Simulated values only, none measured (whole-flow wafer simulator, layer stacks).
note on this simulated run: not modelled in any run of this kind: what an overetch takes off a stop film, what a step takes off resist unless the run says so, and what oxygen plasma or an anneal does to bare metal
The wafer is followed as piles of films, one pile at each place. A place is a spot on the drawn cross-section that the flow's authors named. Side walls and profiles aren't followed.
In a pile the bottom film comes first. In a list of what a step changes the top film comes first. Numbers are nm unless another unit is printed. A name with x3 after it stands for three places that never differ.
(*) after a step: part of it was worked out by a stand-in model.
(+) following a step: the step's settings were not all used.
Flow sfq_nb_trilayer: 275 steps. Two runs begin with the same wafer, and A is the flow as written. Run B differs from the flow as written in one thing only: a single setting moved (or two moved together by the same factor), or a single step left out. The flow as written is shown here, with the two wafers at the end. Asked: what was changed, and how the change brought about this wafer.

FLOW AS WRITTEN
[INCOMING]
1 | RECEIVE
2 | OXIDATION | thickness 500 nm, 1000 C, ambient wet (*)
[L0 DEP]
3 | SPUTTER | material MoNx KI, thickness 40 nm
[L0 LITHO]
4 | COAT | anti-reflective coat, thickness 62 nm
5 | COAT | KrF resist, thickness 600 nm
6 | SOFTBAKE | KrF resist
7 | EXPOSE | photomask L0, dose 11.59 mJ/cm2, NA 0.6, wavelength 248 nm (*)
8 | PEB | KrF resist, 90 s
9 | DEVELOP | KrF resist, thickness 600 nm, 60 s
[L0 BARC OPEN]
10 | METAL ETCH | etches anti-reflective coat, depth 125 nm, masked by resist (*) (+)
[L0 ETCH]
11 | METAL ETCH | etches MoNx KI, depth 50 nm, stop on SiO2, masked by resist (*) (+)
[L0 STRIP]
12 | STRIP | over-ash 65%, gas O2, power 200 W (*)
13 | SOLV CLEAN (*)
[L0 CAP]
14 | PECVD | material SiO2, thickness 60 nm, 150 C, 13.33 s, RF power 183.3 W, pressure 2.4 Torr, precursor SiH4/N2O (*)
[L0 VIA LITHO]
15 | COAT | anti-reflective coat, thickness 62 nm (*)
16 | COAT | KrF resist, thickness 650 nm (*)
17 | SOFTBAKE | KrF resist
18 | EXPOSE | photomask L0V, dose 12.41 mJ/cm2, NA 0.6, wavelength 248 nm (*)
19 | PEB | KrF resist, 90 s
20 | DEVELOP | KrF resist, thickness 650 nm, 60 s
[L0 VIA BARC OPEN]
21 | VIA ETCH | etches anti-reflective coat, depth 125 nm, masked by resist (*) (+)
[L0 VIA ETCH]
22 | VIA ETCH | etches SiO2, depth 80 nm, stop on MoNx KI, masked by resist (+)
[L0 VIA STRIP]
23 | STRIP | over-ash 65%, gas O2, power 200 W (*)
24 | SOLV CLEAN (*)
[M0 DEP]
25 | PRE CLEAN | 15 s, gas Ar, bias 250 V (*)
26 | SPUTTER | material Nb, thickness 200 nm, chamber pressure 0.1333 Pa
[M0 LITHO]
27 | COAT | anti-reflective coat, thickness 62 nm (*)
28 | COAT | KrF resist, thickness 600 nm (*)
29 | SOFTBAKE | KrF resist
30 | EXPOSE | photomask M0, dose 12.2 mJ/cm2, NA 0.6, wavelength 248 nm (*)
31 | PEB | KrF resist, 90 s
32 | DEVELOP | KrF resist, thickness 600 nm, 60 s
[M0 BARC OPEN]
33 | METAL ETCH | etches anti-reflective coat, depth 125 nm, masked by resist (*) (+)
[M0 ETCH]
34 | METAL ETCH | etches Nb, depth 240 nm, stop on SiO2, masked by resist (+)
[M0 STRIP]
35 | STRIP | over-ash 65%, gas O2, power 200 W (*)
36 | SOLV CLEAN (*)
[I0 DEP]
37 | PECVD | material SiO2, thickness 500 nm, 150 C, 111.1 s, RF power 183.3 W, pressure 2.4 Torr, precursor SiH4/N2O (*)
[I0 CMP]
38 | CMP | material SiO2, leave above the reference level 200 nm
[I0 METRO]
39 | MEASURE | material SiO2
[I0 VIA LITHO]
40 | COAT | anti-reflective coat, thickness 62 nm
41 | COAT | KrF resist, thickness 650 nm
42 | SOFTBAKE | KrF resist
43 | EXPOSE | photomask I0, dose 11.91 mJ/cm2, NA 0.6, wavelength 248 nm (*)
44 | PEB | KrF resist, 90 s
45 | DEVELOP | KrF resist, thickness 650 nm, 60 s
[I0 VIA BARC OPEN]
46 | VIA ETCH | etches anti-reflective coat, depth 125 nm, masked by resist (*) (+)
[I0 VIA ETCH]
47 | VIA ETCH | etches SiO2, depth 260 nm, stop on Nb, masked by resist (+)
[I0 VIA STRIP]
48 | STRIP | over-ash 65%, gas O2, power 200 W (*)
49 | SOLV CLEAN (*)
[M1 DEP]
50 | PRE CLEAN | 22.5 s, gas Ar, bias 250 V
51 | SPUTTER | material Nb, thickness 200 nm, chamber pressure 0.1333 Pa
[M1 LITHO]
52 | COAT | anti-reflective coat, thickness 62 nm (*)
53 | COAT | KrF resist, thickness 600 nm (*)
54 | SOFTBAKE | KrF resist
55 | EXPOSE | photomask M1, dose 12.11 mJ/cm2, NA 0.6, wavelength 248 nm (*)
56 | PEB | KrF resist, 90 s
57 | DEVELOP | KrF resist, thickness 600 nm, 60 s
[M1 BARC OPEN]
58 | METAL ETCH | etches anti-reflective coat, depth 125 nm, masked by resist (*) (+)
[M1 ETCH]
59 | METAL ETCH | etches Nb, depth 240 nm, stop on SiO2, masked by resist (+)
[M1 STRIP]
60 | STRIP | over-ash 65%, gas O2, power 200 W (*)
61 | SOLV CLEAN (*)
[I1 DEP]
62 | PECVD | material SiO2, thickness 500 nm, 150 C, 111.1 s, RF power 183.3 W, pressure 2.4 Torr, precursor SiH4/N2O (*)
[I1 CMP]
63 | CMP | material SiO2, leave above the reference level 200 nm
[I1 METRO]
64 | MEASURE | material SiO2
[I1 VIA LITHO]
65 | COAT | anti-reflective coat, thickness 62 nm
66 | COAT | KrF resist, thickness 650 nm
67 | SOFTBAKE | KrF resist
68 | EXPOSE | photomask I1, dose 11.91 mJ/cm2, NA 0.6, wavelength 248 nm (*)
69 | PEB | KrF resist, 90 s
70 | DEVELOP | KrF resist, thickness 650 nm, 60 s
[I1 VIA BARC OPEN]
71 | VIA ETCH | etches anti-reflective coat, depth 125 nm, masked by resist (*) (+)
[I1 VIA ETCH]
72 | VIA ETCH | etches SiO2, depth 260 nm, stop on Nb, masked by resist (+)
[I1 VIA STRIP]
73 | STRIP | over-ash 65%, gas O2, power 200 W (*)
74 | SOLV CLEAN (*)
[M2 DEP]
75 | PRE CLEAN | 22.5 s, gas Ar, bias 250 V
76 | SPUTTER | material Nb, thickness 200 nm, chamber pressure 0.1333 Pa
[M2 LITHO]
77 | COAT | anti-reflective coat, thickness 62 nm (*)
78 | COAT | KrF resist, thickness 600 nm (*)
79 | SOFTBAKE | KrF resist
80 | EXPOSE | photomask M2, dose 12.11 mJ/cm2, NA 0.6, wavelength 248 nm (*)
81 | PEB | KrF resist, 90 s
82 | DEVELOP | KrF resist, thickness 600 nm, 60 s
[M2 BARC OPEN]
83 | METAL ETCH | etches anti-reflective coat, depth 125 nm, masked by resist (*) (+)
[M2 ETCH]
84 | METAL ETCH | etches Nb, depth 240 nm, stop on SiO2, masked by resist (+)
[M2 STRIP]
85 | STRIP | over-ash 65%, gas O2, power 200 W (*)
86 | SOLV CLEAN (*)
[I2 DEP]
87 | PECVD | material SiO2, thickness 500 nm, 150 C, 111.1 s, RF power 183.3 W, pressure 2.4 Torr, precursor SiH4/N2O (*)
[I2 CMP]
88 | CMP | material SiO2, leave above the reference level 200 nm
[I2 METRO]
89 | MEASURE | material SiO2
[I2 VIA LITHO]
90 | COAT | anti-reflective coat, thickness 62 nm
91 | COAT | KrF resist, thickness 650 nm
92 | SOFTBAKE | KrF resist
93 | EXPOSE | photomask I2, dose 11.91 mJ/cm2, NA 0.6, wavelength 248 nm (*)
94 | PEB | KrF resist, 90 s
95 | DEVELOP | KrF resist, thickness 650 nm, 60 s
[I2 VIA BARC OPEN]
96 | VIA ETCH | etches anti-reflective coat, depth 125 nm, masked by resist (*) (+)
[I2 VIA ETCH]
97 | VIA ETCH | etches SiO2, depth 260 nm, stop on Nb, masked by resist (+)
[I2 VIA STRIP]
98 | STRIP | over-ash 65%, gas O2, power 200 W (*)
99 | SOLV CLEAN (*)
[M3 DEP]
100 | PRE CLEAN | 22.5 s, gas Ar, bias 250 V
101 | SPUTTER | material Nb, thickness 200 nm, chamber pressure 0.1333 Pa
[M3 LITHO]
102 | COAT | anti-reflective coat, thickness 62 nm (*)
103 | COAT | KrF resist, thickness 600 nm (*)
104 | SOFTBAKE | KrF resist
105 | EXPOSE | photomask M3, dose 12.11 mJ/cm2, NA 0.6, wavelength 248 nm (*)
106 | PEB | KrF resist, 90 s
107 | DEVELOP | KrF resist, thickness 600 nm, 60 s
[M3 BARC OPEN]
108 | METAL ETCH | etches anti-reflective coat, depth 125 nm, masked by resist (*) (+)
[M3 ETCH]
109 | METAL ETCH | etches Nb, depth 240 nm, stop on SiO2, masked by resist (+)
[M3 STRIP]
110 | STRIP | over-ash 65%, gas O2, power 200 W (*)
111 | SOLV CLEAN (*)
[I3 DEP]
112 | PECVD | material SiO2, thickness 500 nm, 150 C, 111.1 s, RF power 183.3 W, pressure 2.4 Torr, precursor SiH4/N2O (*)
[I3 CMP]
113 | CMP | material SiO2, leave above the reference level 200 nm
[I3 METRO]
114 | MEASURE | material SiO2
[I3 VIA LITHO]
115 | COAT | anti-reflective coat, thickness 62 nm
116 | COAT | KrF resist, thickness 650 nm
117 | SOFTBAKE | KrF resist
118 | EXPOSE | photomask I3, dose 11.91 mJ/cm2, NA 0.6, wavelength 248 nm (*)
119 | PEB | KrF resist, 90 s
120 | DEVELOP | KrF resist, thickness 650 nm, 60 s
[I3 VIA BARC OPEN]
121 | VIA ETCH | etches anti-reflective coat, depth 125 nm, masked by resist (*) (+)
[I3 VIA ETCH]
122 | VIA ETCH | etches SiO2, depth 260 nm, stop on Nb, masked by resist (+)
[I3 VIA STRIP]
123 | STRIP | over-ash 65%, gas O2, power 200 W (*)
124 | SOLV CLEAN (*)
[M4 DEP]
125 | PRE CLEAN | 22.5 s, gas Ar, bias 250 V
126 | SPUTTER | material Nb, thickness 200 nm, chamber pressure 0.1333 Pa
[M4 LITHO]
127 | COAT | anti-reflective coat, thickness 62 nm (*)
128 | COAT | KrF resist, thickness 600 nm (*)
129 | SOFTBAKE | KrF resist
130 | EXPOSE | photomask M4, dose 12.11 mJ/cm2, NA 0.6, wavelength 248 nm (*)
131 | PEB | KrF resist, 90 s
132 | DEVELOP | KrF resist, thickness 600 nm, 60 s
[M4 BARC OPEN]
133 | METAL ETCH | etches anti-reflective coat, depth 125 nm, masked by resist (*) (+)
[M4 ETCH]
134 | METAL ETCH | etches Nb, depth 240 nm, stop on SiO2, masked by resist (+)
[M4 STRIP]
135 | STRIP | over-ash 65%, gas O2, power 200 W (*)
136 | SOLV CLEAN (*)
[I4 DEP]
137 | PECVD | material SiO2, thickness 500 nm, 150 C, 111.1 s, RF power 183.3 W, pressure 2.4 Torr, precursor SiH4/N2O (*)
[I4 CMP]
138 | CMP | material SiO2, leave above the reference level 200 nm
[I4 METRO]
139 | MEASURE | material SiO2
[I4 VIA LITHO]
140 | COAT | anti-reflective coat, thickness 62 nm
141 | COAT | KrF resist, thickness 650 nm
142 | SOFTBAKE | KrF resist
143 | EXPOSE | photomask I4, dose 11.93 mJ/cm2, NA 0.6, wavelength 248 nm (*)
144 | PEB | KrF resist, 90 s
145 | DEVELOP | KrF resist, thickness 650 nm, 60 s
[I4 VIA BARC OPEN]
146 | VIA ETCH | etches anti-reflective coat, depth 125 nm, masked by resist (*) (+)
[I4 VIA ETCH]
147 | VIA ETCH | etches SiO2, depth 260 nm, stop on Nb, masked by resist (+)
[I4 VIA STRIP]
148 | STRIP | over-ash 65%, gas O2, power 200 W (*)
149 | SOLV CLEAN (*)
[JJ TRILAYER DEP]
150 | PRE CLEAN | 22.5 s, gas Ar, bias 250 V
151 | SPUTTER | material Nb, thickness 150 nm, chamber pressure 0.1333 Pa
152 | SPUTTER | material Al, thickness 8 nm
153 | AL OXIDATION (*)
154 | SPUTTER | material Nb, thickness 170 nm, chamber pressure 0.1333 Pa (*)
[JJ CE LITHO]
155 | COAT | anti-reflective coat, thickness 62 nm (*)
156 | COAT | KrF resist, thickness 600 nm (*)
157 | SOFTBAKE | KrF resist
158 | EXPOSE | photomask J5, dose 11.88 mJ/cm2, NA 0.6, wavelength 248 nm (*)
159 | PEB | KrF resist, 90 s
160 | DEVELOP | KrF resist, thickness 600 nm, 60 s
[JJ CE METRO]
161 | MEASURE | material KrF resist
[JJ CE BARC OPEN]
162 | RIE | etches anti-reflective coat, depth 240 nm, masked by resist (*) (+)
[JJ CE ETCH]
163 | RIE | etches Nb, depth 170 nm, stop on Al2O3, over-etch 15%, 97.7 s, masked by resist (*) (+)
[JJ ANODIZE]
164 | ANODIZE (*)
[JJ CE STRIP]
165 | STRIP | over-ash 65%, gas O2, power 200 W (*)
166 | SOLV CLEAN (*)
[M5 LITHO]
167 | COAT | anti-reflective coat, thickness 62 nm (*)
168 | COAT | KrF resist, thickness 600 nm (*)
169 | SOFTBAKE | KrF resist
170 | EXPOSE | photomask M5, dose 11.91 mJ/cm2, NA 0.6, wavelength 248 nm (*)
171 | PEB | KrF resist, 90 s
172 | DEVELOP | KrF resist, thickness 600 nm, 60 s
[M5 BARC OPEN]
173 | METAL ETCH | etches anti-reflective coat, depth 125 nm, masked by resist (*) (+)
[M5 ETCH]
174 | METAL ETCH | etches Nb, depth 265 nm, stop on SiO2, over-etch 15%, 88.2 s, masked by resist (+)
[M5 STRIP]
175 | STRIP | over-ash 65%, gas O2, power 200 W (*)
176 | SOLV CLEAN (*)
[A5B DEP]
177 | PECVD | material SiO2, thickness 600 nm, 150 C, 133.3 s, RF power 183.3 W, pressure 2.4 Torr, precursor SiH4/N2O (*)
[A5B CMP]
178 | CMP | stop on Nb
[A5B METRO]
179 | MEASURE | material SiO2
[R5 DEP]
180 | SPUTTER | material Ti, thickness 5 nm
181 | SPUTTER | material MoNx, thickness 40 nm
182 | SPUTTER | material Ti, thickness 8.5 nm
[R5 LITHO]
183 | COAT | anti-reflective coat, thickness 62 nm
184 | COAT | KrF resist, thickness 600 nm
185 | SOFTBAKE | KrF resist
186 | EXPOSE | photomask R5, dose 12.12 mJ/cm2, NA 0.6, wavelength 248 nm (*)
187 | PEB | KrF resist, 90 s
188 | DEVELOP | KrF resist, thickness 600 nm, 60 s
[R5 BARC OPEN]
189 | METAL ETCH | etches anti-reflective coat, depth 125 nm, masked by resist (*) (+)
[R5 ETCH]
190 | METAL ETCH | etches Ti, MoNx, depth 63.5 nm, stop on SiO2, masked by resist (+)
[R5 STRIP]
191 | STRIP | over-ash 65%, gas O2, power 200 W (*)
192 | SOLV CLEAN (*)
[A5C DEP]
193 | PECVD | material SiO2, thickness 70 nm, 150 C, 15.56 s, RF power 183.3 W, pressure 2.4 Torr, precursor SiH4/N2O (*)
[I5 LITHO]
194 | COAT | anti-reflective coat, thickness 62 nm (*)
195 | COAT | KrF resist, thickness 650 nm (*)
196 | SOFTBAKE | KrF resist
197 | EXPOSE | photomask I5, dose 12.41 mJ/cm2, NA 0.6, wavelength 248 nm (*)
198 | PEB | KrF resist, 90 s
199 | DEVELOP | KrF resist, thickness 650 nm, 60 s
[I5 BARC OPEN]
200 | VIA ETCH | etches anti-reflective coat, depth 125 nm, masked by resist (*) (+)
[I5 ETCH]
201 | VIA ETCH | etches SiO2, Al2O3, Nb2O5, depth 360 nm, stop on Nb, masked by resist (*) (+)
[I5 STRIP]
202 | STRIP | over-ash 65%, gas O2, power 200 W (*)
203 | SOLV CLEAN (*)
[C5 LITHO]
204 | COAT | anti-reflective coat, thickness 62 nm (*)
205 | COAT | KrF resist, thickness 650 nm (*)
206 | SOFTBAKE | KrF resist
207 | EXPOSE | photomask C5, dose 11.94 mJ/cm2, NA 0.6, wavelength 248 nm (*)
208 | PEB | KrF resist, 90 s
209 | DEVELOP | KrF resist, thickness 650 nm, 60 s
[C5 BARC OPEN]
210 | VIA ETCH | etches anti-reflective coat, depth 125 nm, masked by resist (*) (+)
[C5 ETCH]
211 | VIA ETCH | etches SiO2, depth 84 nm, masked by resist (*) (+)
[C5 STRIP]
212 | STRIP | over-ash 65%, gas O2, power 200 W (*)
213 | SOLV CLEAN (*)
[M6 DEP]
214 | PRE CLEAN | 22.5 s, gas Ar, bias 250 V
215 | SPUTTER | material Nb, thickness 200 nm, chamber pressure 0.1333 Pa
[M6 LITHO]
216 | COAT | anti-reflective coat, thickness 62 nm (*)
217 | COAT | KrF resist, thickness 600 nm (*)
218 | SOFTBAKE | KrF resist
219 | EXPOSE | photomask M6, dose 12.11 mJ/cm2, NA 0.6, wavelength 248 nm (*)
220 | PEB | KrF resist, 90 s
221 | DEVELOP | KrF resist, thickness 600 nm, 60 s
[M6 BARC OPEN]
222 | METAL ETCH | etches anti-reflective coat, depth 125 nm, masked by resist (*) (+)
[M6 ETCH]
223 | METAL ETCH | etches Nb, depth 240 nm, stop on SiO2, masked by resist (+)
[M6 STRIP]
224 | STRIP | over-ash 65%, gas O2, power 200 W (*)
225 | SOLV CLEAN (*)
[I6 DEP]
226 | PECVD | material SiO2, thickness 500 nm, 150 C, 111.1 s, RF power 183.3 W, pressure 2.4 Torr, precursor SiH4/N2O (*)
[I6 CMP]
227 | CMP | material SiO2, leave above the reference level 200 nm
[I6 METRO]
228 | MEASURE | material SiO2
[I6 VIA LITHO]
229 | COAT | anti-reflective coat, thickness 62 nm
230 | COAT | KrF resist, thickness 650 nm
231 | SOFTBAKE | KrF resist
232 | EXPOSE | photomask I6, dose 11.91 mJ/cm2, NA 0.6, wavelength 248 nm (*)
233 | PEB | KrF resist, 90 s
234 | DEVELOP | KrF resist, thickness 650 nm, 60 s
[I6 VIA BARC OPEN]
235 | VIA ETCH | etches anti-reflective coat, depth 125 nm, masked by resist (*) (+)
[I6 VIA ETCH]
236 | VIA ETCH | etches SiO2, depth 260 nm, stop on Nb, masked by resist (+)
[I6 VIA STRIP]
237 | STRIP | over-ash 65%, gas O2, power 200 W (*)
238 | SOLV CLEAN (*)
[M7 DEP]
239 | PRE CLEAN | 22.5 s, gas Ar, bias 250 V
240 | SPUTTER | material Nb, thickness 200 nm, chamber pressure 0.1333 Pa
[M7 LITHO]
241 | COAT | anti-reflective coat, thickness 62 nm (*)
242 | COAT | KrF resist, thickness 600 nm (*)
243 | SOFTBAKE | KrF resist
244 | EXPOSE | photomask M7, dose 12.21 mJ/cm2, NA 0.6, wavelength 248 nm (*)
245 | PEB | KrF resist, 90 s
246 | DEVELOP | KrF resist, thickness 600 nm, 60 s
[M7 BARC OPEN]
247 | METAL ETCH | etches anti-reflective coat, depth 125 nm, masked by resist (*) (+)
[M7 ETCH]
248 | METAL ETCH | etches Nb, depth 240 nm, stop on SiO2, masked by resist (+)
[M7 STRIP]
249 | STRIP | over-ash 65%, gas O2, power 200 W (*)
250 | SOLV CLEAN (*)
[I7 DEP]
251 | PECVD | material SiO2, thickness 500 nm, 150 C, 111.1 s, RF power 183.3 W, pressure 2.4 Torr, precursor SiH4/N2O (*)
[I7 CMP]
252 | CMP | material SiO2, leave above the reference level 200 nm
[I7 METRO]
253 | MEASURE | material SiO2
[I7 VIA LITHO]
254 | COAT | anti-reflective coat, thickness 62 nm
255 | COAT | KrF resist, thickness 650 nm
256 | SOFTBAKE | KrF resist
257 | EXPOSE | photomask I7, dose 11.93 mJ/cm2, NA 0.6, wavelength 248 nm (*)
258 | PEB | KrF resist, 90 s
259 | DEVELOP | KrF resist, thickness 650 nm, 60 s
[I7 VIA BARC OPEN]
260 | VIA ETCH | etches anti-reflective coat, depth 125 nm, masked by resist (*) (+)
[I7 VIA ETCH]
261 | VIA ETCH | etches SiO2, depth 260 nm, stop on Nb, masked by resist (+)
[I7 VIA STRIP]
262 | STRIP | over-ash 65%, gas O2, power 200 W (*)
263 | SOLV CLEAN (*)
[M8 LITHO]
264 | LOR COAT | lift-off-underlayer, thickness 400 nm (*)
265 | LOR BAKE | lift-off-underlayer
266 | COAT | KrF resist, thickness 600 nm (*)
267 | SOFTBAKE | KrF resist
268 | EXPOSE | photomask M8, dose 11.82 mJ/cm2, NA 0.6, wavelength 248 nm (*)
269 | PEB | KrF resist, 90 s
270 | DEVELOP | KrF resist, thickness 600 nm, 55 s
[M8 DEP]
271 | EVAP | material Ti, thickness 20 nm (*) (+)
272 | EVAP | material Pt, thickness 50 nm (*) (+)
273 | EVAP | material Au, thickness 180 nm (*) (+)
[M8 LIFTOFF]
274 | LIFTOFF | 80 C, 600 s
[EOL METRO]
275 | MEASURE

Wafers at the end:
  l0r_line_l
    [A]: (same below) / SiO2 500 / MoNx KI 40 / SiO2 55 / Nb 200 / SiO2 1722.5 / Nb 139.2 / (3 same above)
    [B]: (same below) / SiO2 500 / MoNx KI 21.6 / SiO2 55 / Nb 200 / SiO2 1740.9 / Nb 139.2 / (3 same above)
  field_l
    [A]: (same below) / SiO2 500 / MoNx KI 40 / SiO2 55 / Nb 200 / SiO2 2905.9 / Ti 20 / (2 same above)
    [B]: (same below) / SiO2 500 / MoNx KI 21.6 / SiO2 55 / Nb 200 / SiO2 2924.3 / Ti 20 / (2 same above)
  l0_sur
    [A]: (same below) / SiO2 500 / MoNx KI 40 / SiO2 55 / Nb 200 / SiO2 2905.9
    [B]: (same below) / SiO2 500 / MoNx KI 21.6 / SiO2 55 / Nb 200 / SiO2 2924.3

What caused this: step 3, SPUTTER: thickness 21.6 nm was run, while the flow as written has thickness 40 nm.
The wafer lets one read it off: l0r_line_l has MoNx KI 21.6, and step 3 as written asks for 40 nm.

The path from the change to this, step by step:
  3 | SPUTTER | material MoNx KI, thickness 40 nm
      field_l, v_sur, via_wl and 103 more: A MoNx KI gains 40 (new film) | B MoNx KI gains 21.6 (new film)
  11 | METAL ETCH | etches MoNx KI, depth 50 nm, stop on SiO2, masked by resist (*) (+)
      v_sur, via_wl, via_w and 97 more: A MoNx KI loses 40 (all of it) | B MoNx KI loses 21.6 (all of it)
      field_l, l0_sur, l0v, l0r_line_l, l0r_line_c, l0r_line_r: A KrF resist loses 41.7 | B KrF resist loses 27
  12 | STRIP | over-ash 65%, gas O2, power 200 W (*)
      field_l, l0_sur, l0v, l0r_line_l, l0r_line_c, l0r_line_r: A KrF resist loses 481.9 (all of it), anti-reflective coat loses 62 (all of it) | B KrF resist loses 496.6 (all of it), anti-reflective coat loses 62 (all of it)
  15 | COAT | anti-reflective coat, thickness 62 nm (*)
      field_l: A anti-reflective coat gains 56.7 (new film) | B anti-reflective coat gains 59 (new film)
      v_sur: A anti-reflective coat gains 72.2 (new film) | B anti-reflective coat gains 67.5 (new film)
      (also at 3 further places)
  23 | STRIP | over-ash 65%, gas O2, power 200 W (*)
      field_l: A KrF resist loses 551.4 (all of it), anti-reflective coat loses 56.7 (all of it) | B KrF resist loses 555.3 (all of it), anti-reflective coat loses 59 (all of it)
      v_sur: A KrF resist loses 570.5 (all of it), anti-reflective coat loses 72.2 (all of it) | B KrF resist loses 565.4 (all of it), anti-reflective coat loses 67.5 (all of it)
      (also at 3 further places)
  27 | COAT | anti-reflective coat, thickness 62 nm (*)
      l0r_line_l, l0r_line_c: A anti-reflective coat gains 59 (new film) | B anti-reflective coat gains 60.3 (new film)
      field_l: A anti-reflective coat gains 56.9 (new film) | B anti-reflective coat gains 59.1 (new film)
      (also at 5 further places)
  35 | STRIP | over-ash 65%, gas O2, power 200 W (*)
      l0r_line_l, l0r_line_c: A KrF resist loses 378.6 (all of it), anti-reflective coat loses 59 (all of it) | B KrF resist loses 380.3 (all of it), anti-reflective coat loses 60.3 (all of it)
      field_l: A KrF resist loses 372.9 (all of it), anti-reflective coat loses 56.9 (all of it) | B KrF resist loses 377.2 (all of it), anti-reflective coat loses 59.1 (all of it)
      (also at 5 further places)
  38 | CMP | material SiO2, leave above the reference level 200 nm
      field_l, l0_sur, l0r_line_l, l0r_line_c, l0r_line_r: A SiO2 loses 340 | B SiO2 loses 321.6
      l0v: A SiO2 loses 277.8 | B SiO2 loses 259.4
